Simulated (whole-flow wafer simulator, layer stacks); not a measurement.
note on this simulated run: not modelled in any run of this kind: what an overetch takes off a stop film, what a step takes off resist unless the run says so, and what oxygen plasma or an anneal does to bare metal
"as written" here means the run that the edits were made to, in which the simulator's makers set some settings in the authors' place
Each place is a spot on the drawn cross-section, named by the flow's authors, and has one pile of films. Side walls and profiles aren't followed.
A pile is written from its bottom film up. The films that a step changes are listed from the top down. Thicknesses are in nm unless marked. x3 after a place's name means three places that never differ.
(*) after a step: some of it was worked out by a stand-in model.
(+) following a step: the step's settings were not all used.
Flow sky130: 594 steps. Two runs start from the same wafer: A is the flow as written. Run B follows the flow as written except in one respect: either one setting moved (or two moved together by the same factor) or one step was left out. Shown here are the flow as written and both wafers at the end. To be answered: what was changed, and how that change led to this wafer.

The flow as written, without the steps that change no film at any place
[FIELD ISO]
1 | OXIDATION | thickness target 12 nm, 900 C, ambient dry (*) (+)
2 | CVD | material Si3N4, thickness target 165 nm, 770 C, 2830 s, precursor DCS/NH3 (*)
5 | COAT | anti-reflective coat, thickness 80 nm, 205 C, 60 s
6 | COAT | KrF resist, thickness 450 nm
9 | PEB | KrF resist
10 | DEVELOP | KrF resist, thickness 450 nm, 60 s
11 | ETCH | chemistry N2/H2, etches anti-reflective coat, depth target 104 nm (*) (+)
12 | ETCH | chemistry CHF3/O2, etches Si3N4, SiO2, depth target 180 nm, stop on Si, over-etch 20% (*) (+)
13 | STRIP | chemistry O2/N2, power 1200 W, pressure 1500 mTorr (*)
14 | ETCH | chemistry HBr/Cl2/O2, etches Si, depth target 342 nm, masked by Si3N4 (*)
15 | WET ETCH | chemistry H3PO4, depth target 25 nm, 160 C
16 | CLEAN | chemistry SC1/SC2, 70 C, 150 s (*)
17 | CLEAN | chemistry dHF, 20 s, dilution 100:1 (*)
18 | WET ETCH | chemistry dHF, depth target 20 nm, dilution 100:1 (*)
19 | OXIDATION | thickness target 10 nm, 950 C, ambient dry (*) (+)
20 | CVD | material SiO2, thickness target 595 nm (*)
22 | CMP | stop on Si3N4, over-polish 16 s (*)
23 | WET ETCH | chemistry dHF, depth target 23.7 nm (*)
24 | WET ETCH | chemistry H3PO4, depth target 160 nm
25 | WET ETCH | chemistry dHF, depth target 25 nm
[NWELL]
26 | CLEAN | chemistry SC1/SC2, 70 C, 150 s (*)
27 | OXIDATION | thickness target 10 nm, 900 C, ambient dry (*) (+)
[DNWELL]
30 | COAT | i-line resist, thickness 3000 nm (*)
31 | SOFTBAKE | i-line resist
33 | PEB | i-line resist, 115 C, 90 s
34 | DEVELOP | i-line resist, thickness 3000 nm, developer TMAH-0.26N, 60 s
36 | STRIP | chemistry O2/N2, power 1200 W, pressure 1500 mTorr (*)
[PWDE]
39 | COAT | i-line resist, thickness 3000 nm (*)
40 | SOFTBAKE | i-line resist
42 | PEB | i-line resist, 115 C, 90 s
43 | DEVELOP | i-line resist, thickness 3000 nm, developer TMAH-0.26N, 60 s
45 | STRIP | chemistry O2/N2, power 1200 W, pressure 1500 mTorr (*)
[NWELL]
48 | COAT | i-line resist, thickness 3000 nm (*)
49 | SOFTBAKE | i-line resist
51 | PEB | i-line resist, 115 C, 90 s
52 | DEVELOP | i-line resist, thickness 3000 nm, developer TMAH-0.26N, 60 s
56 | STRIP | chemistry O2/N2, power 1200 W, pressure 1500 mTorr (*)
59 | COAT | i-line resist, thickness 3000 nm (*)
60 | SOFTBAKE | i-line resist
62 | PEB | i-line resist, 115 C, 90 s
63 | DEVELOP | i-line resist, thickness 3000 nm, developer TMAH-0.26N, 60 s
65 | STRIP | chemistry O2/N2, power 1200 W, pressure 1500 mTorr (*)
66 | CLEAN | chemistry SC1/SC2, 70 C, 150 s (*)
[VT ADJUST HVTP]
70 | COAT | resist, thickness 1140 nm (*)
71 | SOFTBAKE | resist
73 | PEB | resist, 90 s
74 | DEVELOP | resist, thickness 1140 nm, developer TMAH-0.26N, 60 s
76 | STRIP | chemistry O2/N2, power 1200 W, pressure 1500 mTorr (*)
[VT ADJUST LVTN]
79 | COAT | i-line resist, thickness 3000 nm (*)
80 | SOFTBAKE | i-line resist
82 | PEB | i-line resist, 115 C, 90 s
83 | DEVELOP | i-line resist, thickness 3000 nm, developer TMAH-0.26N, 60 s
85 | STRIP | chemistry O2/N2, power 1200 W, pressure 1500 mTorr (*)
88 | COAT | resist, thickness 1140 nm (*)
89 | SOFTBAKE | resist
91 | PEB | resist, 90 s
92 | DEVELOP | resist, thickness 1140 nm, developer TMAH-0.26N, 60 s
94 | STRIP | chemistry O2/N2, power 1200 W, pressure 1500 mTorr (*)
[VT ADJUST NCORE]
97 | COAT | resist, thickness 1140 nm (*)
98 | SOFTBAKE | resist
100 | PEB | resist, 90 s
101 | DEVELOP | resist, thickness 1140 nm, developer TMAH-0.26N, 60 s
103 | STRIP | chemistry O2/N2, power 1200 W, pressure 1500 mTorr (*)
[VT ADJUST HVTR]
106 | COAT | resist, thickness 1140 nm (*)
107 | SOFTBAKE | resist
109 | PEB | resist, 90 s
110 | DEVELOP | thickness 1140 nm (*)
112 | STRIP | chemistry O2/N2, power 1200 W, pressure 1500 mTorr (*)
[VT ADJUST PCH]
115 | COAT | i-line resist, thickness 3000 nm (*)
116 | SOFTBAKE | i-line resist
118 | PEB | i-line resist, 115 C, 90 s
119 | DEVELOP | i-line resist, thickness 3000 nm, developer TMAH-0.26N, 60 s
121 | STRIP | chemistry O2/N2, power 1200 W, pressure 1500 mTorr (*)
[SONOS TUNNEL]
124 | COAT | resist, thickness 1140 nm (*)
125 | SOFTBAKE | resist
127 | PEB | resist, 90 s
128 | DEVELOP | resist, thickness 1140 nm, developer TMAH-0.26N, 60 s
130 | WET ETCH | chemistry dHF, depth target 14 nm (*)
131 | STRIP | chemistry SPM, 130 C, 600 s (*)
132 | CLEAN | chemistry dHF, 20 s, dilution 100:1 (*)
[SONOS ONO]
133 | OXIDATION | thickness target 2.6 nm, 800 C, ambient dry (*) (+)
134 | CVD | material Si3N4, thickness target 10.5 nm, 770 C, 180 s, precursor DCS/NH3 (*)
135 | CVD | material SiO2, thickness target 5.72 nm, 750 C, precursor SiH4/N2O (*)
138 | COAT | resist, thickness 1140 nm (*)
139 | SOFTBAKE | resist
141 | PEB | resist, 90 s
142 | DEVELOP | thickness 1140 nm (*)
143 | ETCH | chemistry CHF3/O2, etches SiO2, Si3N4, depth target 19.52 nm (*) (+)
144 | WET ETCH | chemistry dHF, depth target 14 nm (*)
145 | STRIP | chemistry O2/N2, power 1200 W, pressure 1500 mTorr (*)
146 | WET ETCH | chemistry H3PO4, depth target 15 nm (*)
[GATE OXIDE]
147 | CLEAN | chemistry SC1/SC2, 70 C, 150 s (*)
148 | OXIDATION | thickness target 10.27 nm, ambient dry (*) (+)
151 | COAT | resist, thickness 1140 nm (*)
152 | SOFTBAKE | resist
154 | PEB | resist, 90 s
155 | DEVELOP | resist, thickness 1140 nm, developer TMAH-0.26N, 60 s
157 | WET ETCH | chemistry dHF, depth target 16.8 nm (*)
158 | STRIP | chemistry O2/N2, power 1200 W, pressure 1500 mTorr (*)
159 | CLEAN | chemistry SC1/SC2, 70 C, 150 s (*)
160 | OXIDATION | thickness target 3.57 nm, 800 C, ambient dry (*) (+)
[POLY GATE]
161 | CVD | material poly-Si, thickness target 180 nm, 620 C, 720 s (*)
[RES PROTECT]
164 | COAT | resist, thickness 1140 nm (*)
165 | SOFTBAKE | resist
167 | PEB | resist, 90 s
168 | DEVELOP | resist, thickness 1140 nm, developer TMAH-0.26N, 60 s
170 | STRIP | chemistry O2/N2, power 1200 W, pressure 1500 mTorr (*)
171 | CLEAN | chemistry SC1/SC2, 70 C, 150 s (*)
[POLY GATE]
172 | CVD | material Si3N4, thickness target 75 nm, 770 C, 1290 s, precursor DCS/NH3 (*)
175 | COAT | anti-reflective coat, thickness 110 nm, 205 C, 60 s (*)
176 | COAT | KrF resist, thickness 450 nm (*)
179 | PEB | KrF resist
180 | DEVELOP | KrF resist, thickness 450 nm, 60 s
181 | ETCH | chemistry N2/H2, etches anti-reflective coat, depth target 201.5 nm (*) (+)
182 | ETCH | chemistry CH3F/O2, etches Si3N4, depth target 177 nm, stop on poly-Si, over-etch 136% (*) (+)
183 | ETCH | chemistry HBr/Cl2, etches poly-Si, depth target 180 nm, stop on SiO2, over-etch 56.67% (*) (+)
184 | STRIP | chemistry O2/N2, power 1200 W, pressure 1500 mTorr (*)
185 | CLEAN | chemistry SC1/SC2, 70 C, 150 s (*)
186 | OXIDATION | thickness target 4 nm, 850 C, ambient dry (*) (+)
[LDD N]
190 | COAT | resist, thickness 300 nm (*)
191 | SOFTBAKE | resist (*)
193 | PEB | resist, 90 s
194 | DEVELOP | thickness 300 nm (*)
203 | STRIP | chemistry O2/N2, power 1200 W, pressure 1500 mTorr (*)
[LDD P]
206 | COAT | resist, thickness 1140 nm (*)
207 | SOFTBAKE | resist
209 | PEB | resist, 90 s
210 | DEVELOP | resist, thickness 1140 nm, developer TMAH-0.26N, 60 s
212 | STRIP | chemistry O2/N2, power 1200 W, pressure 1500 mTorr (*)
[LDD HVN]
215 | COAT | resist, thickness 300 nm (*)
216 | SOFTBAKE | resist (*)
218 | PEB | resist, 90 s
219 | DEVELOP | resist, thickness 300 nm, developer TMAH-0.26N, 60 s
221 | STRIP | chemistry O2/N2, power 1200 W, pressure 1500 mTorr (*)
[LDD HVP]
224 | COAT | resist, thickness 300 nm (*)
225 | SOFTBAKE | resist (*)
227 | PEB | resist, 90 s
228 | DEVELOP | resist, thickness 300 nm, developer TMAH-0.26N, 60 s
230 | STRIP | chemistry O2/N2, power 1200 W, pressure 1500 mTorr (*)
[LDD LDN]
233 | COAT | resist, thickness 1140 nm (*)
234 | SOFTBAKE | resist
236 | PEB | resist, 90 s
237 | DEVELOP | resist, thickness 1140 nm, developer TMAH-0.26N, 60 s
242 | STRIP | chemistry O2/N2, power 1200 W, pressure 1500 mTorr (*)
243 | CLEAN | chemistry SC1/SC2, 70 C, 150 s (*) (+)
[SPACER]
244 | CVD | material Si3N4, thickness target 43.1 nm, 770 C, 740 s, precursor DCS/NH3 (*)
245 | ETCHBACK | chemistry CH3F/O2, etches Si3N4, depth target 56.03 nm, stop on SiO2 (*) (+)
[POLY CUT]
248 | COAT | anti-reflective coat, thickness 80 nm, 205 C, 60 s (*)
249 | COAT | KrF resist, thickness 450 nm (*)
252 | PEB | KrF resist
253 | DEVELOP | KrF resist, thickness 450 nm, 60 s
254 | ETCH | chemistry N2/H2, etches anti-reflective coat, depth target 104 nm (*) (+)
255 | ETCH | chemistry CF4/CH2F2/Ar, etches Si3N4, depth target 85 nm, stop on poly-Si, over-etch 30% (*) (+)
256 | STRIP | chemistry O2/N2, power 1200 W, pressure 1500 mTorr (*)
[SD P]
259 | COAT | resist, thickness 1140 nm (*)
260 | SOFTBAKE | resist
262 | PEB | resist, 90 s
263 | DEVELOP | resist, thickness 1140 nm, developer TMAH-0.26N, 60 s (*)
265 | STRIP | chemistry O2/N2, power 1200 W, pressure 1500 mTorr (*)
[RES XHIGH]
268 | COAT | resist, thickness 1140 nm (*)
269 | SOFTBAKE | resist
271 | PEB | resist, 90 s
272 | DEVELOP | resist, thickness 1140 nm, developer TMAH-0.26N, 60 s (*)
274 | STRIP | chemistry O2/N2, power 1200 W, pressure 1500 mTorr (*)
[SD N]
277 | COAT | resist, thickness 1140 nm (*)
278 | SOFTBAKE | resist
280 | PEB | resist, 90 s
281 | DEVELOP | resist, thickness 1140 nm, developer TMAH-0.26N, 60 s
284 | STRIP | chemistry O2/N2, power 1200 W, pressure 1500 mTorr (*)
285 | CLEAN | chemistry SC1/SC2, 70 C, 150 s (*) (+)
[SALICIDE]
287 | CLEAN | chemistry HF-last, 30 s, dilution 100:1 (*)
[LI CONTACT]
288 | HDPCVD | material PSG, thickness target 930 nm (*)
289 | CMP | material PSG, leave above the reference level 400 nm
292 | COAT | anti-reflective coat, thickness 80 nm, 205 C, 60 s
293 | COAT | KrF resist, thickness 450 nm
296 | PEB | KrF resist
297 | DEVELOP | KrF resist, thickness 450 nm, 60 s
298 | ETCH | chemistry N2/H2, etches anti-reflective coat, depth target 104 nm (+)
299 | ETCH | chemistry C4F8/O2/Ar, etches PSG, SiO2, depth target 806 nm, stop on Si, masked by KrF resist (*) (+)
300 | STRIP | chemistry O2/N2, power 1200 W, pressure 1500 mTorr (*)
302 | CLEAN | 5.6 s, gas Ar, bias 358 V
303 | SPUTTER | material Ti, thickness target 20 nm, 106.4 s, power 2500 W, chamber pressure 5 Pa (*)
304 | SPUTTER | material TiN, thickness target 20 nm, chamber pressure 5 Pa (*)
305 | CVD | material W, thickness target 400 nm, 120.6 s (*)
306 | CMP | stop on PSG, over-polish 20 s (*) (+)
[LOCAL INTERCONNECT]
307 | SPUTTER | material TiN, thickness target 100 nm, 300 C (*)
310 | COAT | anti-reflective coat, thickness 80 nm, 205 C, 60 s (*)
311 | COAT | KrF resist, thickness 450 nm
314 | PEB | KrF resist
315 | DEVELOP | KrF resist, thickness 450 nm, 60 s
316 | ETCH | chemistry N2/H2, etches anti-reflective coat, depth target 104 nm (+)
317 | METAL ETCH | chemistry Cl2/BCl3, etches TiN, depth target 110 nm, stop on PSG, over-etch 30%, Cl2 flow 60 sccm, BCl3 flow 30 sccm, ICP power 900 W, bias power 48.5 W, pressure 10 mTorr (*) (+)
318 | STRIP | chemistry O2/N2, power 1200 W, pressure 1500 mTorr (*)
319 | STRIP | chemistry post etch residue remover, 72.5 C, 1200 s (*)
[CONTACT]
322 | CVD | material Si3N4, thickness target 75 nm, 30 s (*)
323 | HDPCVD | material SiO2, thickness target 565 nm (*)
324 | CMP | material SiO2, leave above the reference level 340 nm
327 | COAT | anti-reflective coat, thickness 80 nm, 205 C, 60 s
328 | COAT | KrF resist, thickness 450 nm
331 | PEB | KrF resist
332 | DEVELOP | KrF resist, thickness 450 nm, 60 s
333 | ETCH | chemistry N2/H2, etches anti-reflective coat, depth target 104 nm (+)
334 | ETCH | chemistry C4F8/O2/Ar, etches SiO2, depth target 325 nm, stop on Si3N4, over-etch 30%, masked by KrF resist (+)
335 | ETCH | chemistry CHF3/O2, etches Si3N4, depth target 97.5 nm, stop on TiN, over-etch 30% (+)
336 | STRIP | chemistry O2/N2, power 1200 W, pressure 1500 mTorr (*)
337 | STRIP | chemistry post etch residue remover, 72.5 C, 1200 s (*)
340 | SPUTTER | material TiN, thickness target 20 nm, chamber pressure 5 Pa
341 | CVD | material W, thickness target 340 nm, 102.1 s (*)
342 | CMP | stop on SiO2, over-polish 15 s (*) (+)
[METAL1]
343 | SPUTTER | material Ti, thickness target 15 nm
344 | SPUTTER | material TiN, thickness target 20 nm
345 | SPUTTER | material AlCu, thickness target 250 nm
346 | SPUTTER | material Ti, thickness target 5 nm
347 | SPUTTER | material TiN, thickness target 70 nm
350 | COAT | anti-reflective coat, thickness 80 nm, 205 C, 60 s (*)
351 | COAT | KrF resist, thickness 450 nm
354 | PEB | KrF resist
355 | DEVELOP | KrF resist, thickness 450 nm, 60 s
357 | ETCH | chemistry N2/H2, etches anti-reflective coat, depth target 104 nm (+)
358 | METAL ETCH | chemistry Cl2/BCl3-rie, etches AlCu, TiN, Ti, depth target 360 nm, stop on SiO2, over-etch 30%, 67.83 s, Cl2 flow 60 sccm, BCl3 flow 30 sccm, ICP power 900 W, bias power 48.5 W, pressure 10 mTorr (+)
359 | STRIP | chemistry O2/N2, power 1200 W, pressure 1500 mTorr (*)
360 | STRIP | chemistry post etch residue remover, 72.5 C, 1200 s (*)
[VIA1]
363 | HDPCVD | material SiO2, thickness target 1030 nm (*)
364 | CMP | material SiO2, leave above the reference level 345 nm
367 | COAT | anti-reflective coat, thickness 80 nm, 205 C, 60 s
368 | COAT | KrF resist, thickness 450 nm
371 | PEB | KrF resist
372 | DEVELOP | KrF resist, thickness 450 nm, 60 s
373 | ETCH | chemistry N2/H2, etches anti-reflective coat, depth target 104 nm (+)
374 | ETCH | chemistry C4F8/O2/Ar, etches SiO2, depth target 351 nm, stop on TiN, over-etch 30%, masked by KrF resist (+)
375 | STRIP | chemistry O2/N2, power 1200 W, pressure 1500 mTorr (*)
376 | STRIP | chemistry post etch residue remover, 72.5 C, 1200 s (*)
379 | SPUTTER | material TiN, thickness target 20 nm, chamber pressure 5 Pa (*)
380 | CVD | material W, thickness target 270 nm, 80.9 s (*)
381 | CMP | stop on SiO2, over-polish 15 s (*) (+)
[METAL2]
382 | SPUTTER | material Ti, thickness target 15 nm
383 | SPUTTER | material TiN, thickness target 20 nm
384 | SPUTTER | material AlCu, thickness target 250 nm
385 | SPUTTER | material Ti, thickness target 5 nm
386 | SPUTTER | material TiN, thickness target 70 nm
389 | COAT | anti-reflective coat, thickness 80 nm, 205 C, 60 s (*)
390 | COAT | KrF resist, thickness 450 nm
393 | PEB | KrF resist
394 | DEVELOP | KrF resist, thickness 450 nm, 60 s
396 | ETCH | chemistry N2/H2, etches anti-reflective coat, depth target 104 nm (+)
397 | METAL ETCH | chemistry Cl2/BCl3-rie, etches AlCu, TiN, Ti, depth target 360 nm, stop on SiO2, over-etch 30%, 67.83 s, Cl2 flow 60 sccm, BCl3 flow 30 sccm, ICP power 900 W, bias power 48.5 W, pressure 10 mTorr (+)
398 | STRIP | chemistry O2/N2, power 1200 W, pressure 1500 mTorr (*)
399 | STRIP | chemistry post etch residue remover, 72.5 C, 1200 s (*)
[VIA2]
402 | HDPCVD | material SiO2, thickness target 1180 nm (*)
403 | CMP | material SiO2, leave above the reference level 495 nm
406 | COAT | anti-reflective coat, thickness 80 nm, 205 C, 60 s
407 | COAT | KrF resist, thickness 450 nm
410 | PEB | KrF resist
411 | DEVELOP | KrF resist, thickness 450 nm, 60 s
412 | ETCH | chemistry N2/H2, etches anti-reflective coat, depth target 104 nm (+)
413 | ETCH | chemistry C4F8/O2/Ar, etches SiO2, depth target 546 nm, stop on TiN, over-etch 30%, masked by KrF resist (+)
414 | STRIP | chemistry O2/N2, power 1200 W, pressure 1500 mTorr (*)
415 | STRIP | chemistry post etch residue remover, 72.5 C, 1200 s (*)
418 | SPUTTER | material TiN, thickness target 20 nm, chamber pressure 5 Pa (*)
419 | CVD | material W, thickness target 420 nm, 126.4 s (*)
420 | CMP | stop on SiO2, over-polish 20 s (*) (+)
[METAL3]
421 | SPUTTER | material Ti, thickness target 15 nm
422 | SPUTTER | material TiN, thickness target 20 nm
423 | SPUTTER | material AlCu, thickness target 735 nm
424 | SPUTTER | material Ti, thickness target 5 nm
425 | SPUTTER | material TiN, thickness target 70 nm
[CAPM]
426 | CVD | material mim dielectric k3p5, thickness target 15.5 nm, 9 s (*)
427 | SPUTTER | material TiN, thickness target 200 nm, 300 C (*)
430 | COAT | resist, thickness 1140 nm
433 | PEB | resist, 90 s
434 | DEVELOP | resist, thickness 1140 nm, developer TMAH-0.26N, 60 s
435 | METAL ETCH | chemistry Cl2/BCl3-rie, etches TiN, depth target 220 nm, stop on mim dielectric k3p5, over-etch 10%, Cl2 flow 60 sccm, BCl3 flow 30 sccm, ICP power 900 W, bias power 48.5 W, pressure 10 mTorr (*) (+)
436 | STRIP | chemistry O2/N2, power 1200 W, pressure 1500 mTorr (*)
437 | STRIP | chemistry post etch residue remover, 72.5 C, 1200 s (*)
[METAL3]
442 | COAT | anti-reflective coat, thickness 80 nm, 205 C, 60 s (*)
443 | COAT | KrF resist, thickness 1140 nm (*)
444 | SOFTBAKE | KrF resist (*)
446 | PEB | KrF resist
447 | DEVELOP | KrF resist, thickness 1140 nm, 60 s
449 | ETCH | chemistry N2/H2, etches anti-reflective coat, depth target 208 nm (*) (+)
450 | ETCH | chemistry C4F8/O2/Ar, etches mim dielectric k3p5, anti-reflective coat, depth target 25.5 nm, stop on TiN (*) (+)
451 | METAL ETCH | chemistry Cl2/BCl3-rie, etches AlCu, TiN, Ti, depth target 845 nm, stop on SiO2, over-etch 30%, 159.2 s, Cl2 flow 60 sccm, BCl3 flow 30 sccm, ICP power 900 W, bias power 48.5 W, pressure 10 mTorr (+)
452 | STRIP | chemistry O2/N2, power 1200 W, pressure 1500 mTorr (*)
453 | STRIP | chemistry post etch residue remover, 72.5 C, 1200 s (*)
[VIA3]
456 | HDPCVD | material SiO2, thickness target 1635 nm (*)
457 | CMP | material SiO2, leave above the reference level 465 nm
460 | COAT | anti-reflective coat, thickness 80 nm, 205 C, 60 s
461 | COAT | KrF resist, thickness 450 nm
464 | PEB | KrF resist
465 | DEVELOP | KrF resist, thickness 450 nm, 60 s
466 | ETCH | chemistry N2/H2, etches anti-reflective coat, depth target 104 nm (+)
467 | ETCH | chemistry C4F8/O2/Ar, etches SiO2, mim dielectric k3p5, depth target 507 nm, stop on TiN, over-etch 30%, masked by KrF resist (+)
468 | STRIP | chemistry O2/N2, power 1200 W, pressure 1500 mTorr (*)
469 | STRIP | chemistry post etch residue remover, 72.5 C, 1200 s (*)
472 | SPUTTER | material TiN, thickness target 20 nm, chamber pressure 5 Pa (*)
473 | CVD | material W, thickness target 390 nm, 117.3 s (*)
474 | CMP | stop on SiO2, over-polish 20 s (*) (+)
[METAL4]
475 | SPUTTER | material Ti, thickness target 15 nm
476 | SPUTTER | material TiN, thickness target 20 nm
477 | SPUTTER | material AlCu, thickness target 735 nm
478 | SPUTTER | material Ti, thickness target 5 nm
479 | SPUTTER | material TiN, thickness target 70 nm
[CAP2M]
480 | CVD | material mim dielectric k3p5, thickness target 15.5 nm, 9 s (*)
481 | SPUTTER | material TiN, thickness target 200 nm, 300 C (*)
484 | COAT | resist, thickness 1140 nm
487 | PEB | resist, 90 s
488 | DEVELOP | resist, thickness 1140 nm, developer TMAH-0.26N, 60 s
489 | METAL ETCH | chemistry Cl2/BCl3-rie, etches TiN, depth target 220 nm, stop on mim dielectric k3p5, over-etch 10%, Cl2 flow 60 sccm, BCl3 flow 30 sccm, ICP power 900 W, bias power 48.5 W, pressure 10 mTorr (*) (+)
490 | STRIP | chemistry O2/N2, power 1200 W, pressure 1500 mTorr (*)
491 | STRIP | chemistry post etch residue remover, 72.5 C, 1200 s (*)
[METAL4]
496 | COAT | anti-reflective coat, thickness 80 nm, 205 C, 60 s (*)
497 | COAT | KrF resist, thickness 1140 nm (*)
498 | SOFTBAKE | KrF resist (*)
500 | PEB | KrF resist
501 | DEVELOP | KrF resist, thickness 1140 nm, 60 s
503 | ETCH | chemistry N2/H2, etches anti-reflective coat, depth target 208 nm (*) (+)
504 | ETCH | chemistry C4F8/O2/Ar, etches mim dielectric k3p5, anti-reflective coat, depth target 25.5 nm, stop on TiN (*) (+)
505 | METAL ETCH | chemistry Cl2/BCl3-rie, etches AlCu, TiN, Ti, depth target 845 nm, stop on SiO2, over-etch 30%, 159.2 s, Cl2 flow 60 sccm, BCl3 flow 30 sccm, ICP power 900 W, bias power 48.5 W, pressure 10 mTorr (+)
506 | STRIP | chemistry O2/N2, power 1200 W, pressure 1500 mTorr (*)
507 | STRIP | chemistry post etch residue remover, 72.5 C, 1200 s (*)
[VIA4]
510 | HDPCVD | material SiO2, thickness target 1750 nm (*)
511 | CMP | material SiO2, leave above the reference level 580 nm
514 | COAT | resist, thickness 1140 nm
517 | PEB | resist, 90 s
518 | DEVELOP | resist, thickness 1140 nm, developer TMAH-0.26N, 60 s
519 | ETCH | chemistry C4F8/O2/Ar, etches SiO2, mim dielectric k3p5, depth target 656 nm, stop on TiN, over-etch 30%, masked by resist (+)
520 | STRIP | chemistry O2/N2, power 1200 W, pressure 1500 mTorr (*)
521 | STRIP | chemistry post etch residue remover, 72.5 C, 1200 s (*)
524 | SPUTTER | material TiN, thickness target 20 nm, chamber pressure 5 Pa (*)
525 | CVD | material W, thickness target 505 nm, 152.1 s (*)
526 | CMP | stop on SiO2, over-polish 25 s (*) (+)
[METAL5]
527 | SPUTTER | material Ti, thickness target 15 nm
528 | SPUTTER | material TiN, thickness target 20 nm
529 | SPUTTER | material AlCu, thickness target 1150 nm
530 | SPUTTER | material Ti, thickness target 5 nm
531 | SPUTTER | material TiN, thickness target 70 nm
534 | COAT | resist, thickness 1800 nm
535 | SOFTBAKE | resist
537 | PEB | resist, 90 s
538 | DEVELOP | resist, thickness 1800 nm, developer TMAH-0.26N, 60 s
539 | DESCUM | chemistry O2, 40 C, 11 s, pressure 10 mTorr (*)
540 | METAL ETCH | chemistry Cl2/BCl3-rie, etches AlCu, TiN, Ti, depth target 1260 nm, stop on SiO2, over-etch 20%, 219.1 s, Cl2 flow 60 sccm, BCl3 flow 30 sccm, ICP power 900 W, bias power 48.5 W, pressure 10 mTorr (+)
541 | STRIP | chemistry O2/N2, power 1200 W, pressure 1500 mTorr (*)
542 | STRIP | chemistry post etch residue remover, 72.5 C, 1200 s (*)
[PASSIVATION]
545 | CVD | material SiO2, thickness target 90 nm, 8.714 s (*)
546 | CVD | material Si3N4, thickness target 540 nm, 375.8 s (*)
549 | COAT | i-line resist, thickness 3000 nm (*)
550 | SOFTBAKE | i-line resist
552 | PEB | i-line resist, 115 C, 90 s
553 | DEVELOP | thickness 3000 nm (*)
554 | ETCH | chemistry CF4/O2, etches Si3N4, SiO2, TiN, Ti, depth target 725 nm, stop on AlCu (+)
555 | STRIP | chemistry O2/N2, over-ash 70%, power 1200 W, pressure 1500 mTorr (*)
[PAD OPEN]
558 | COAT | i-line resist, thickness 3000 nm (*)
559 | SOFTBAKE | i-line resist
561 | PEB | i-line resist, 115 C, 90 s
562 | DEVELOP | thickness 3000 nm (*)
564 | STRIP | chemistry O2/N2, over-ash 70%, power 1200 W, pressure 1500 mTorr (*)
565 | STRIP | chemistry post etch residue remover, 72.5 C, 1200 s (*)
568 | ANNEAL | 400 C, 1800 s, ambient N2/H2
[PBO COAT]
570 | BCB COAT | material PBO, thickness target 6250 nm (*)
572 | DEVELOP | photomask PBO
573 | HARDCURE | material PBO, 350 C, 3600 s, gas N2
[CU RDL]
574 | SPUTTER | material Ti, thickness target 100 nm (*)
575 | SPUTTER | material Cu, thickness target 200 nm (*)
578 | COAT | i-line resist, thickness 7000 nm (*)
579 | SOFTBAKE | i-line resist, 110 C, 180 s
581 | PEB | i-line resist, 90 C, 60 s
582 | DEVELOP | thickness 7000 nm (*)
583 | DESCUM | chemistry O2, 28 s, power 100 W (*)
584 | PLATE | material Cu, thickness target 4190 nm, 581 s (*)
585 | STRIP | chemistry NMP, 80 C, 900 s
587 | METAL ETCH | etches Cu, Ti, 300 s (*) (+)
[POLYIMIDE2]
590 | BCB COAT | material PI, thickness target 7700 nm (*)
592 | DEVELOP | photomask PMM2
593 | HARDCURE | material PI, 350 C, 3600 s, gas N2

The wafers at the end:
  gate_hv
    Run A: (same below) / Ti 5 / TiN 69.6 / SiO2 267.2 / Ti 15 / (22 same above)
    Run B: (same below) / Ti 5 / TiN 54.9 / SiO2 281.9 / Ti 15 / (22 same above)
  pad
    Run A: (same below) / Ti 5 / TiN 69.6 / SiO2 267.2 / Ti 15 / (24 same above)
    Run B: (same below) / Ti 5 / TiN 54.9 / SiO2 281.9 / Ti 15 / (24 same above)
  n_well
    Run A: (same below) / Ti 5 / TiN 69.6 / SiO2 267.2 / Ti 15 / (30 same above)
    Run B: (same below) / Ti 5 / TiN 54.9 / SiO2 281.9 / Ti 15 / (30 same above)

The reason: step 347, SPUTTER: thickness target 55.3 nm was run, while the flow as written has thickness target 70 nm.

Step by step, how the change led to this:
  347 | SPUTTER | material TiN, thickness target 70 nm
      field, active, n_well and 188 more: A +70 TiN (new film) | B +55.3 TiN (new film)
  358 | METAL ETCH | chemistry Cl2/BCl3-rie, etches AlCu, TiN, Ti, depth target 360 nm, stop on SiO2, over-etch 30%, 67.83 s, Cl2 flow 60 sccm, BCl3 flow 30 sccm, ICP power 900 W, bias power 48.5 W, pressure 10 mTorr (+)
      field, active, gate and 81 more: A -68.7 TiN (all of it), -5 Ti (all of it), -250 AlCu (all of it), -20 TiN (all of it), -15 Ti (all of it), -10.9 SiO2 | B -54 TiN (all of it), -5 Ti (all of it), -250 AlCu (all of it), -20 TiN (all of it), -15 Ti (all of it), -12.4 SiO2
  374 | ETCH | chemistry C4F8/O2/Ar, etches SiO2, depth target 351 nm, stop on TiN, over-etch 30%, masked by KrF resist (+)
      m1, via1_hole: A -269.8 SiO2 (all of it) | B -284.5 SiO2 (all of it)
  380 | CVD | material W, thickness target 270 nm, 80.9 s (*)
      m1: A +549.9 W (new film) | B +564.8 W (new film)
      via1_hole: A +549.9 W (new film) | B +564.9 W (new film)
